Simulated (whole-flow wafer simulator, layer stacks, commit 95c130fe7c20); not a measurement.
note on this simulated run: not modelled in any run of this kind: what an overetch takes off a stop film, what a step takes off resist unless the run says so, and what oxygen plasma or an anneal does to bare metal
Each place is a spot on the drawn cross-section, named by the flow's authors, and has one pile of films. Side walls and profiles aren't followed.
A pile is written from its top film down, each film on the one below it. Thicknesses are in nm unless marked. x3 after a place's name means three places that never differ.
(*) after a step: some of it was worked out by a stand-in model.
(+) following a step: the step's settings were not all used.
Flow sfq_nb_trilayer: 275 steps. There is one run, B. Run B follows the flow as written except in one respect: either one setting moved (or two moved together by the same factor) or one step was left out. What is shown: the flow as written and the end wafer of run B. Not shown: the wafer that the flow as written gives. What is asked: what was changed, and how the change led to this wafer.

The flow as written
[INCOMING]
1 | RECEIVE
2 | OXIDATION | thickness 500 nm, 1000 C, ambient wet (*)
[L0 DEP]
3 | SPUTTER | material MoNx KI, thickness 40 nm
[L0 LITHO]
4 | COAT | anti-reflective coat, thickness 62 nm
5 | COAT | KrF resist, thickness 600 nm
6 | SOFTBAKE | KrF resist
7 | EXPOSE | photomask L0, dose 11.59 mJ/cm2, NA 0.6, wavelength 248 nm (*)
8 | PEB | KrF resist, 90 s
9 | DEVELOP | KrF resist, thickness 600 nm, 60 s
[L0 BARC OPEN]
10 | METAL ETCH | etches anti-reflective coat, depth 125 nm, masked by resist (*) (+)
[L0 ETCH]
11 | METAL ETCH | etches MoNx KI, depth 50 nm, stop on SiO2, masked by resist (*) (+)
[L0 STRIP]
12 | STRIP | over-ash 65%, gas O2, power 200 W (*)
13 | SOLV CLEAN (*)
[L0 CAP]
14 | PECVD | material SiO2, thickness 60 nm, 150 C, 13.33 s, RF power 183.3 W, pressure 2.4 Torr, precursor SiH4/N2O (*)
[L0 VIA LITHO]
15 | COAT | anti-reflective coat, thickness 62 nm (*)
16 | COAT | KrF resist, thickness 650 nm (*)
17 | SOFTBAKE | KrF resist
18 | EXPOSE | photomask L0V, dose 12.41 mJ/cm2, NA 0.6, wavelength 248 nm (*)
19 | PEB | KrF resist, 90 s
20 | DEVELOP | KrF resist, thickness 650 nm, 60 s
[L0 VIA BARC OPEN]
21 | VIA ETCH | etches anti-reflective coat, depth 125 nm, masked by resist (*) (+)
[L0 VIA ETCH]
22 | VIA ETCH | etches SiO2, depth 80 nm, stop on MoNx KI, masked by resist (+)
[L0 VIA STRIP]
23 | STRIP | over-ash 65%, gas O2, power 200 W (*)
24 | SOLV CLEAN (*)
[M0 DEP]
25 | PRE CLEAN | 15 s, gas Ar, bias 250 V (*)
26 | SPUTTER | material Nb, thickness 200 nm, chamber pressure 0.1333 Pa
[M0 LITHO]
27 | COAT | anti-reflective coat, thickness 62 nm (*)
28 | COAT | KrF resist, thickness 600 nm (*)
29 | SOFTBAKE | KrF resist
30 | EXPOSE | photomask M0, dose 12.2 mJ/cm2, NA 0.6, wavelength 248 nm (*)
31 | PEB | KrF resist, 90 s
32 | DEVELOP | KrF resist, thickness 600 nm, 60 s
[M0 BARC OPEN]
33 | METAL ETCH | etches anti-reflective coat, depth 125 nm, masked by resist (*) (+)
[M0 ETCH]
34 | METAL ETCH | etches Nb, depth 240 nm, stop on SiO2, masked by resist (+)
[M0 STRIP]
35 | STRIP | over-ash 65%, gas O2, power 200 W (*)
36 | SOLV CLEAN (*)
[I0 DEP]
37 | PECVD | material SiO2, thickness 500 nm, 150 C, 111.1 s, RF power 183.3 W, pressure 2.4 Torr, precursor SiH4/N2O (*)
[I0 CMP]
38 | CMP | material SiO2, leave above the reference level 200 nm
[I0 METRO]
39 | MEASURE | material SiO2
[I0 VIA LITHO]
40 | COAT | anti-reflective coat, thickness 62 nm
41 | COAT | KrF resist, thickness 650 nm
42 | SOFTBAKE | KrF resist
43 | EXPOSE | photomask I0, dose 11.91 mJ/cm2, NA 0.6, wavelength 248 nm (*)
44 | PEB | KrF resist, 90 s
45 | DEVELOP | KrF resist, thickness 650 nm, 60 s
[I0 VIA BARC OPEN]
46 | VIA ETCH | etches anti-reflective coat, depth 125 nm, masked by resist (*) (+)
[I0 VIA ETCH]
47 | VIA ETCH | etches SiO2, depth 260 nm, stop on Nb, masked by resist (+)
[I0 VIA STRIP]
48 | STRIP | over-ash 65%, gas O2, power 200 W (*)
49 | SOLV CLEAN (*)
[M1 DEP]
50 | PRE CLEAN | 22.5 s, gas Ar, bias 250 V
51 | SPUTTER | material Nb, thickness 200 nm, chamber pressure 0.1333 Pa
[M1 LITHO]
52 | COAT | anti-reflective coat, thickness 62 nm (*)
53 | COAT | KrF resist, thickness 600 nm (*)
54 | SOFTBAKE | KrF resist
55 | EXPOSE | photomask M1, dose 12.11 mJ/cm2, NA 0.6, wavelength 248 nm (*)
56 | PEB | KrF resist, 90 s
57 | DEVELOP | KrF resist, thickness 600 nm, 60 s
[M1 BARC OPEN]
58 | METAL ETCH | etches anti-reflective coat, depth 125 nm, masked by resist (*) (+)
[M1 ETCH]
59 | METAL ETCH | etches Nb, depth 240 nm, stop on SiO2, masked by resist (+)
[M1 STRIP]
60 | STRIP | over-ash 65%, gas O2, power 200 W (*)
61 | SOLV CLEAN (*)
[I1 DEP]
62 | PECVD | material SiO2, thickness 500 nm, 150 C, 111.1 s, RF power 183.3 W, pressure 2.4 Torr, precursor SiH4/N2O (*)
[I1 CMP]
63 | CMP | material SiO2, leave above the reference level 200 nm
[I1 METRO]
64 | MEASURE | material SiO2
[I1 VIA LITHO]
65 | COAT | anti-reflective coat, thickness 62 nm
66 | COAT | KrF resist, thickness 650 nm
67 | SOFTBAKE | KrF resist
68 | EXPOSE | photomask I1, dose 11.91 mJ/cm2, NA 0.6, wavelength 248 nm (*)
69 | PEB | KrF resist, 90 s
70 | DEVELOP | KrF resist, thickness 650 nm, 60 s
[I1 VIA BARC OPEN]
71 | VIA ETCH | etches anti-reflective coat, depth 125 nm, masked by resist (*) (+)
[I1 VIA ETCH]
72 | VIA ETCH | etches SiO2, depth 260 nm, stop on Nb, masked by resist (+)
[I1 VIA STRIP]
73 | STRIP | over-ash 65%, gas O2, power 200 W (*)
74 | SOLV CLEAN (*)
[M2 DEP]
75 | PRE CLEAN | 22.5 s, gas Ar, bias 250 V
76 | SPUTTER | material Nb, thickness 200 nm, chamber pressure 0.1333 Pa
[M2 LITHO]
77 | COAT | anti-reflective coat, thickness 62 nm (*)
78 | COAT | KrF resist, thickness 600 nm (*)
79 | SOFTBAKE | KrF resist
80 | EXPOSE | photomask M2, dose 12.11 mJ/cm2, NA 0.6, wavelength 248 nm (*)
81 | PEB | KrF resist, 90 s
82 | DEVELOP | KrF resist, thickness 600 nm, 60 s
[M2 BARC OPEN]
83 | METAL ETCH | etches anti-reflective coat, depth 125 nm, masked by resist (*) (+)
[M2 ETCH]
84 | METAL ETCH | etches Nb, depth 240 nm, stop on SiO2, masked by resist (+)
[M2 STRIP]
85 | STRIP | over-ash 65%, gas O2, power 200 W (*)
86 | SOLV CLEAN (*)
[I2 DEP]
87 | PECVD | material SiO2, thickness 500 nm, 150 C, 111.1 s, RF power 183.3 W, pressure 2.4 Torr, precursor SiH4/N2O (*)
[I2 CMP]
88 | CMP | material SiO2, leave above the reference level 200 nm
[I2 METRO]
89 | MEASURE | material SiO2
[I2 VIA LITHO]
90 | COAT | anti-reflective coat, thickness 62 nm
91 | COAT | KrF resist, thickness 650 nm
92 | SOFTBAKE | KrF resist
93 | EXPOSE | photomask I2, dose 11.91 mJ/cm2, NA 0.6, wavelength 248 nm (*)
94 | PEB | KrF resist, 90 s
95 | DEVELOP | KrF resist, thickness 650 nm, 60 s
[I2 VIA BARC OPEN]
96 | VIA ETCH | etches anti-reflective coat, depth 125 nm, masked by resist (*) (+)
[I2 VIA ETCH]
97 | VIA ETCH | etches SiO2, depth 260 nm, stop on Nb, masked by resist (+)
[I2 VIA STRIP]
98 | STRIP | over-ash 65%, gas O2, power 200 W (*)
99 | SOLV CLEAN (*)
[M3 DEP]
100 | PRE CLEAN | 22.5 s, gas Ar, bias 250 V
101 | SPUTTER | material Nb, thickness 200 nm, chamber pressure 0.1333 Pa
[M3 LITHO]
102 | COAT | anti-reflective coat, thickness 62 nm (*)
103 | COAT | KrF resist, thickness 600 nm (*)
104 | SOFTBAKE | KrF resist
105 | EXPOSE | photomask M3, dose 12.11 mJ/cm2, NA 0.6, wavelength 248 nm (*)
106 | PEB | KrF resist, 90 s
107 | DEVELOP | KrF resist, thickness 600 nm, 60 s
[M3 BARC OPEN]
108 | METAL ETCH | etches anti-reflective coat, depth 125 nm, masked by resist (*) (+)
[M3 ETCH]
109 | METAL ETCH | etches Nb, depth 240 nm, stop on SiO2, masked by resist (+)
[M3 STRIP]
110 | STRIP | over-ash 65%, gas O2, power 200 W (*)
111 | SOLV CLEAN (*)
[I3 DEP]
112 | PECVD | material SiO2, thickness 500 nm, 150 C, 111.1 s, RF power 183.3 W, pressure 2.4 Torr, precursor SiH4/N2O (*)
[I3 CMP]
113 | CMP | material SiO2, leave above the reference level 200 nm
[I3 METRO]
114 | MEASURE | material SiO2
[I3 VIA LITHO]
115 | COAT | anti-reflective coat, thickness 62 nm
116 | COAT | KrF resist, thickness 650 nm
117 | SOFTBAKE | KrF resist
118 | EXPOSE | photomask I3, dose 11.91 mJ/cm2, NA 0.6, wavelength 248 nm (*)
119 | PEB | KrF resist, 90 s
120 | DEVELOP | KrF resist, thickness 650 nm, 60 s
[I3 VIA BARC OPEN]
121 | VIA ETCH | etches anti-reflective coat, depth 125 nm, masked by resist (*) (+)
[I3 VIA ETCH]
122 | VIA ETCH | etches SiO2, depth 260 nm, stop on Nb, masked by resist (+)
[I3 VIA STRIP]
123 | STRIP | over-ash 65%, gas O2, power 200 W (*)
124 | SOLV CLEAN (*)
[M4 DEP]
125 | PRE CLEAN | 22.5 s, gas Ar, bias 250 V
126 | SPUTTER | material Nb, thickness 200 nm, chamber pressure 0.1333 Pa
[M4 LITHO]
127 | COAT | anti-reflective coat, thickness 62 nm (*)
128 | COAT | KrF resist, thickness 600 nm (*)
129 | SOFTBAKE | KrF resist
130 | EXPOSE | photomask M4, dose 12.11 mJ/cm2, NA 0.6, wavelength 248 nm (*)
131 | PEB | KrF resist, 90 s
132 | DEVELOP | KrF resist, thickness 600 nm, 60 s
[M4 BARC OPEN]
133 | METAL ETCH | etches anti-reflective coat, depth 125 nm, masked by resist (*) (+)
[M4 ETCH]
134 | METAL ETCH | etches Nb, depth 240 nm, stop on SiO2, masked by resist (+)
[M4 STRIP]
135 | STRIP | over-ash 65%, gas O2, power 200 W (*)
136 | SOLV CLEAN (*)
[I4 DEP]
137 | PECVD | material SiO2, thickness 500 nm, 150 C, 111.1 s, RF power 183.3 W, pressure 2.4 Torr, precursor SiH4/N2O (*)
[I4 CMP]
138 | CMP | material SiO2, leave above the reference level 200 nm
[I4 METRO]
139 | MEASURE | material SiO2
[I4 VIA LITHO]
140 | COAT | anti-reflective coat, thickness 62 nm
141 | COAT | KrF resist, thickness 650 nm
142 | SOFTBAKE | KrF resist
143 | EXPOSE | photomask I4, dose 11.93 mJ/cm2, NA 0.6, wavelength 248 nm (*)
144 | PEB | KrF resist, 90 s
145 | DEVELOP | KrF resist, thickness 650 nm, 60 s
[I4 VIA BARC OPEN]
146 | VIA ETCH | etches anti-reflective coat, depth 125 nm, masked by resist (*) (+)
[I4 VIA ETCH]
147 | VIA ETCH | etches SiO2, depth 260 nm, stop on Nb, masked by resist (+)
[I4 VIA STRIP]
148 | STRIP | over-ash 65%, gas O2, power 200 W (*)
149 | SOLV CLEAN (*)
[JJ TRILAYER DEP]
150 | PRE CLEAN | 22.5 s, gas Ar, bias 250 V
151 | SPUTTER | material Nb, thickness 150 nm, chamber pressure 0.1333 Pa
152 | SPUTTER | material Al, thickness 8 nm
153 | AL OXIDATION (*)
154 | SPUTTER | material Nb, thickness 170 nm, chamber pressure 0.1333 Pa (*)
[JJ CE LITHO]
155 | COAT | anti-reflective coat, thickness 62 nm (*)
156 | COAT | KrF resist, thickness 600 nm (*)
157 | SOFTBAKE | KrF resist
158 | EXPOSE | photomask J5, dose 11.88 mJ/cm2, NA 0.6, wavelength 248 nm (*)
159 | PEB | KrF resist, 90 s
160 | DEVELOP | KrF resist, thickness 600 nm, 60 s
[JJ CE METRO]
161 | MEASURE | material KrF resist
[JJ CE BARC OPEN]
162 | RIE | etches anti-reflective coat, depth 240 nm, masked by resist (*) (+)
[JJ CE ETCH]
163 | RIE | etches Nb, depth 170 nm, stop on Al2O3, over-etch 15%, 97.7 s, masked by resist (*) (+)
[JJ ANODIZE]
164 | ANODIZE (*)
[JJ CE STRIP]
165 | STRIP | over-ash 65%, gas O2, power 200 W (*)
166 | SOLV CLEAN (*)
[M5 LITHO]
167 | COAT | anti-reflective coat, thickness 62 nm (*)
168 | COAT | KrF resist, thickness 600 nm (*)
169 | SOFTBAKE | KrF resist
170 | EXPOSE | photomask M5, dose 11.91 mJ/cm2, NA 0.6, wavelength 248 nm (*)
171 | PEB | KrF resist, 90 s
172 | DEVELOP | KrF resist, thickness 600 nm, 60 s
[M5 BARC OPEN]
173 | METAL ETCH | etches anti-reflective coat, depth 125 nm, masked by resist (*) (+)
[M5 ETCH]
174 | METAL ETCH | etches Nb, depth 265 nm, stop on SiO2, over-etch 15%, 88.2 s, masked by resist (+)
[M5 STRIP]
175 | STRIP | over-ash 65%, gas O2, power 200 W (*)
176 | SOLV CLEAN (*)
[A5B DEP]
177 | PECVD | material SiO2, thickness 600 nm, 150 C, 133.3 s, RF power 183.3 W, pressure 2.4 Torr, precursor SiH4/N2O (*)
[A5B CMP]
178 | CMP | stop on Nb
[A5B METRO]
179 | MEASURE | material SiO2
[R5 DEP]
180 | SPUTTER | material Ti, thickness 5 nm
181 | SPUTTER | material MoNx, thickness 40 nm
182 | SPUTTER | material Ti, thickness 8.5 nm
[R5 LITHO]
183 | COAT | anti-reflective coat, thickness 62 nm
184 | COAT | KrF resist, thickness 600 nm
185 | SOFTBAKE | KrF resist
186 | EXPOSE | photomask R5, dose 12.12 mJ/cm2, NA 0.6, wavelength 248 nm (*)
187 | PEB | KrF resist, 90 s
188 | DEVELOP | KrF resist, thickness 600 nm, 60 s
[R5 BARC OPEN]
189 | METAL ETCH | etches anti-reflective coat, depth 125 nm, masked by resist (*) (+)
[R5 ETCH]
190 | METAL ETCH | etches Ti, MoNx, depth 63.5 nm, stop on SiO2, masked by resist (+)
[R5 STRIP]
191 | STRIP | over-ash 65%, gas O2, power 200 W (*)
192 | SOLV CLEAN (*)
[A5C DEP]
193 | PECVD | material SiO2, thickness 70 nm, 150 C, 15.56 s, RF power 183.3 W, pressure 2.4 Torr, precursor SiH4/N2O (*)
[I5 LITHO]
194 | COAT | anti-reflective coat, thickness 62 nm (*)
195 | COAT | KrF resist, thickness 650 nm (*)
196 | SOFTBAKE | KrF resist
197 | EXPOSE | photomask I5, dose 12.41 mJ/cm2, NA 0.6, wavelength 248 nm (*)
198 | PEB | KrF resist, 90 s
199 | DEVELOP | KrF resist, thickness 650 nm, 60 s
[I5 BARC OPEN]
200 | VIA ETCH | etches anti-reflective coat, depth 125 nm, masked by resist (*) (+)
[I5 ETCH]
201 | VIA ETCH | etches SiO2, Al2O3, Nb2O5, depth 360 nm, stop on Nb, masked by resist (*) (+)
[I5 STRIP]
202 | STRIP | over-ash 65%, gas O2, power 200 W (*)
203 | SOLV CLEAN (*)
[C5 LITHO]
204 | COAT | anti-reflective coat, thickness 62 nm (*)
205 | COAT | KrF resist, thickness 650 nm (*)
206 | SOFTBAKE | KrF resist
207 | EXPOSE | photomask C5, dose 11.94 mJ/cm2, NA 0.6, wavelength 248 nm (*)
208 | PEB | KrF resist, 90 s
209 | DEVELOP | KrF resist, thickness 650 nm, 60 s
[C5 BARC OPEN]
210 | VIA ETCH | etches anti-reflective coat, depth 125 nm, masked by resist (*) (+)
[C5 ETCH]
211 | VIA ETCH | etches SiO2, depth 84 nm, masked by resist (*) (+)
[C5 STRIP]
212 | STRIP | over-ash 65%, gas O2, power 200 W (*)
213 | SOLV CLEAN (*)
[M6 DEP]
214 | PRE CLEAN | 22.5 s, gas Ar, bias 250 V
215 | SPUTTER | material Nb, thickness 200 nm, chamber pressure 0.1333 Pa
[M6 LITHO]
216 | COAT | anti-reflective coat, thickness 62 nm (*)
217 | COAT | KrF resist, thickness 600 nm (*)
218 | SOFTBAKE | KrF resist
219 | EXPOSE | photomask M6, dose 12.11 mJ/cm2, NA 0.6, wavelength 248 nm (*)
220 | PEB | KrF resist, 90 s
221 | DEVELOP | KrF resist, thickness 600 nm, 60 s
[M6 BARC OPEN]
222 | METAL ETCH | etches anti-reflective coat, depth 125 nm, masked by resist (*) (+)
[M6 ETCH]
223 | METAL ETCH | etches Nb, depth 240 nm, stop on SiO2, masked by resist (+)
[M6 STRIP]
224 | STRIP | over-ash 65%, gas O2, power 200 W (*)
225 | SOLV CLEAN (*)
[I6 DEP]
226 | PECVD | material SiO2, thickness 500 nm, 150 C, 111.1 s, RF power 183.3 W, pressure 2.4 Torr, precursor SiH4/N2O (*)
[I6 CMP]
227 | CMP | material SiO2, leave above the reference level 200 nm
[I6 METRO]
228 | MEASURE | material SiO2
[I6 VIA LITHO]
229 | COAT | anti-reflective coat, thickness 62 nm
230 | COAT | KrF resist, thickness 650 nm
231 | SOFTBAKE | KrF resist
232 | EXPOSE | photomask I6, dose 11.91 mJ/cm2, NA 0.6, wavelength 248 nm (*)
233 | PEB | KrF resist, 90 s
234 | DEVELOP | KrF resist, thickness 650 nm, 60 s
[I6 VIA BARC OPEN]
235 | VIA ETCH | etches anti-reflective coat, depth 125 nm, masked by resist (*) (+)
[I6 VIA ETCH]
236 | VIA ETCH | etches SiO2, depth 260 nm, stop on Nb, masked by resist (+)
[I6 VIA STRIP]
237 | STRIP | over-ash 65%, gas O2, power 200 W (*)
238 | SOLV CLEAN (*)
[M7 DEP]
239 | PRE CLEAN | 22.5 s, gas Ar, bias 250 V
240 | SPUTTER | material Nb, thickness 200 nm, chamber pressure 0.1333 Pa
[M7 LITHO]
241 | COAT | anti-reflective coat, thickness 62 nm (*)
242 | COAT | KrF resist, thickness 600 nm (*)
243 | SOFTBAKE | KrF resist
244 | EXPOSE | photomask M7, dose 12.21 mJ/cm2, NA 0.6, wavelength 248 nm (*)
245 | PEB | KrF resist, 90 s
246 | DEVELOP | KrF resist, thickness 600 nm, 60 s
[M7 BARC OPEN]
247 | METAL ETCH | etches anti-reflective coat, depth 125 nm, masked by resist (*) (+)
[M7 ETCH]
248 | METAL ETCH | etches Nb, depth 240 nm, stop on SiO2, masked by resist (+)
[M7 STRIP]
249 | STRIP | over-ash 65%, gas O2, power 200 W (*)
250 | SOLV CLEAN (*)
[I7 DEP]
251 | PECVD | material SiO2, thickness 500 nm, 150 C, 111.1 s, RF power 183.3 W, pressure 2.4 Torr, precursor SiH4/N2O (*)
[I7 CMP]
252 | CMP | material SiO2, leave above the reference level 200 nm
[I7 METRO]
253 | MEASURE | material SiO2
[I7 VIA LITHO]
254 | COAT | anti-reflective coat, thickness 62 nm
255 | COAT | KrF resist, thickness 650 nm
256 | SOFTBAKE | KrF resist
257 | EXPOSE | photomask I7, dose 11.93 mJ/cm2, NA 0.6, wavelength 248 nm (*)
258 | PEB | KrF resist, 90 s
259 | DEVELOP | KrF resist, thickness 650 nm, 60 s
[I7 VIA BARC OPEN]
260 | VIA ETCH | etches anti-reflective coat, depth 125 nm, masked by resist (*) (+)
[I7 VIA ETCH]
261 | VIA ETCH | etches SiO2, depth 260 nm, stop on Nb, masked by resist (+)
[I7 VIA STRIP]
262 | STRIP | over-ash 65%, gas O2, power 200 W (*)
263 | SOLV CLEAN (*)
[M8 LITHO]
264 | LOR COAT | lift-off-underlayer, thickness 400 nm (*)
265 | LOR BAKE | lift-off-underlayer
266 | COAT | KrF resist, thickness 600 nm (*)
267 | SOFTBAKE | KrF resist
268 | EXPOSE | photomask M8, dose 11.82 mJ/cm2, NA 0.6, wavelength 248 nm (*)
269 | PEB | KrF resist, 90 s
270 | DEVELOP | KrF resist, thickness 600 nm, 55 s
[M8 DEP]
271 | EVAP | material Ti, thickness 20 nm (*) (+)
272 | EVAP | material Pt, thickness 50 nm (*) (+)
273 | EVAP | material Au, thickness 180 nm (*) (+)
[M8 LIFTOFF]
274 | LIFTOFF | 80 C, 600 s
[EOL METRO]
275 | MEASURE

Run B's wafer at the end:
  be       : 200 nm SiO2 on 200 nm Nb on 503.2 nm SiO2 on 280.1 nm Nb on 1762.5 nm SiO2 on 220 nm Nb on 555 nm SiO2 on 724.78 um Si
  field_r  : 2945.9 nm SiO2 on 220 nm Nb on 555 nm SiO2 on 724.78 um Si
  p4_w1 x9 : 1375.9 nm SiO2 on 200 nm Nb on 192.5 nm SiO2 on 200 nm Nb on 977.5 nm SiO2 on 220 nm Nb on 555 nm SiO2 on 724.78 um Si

Cause: step 26, SPUTTER: thickness 220 nm was run, whereas the flow has thickness 200 nm.
The wafer lets one read it off: be has Nb 220, and step 26 as written asks for 200 nm.

How this came from the change, step by step:
  26 | SPUTTER | material Nb, thickness 200 nm, chamber pressure 0.1333 Pa
      field_l, v_sur, via_wl and 102 more: +220 Nb (new film) (as written it would have been: +200 Nb (new film))
      l0v: +215.7 Nb (new film) (as written it would have been: +195.7 Nb (new film))
  34 | METAL ETCH | etches Nb, depth 240 nm, stop on SiO2, masked by resist (+)
      moat, m0r_space_l x2: -220 Nb (all of it) (as written it would have been: -200 Nb (all of it))
  37 | PECVD | material SiO2, thickness 500 nm, 150 C, 111.1 s, RF power 183.3 W, pressure 2.4 Torr, precursor SiH4/N2O (*)
      moat, m0r_space_l x2: +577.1 SiO2 (as written it would have been: +557.1 SiO2)
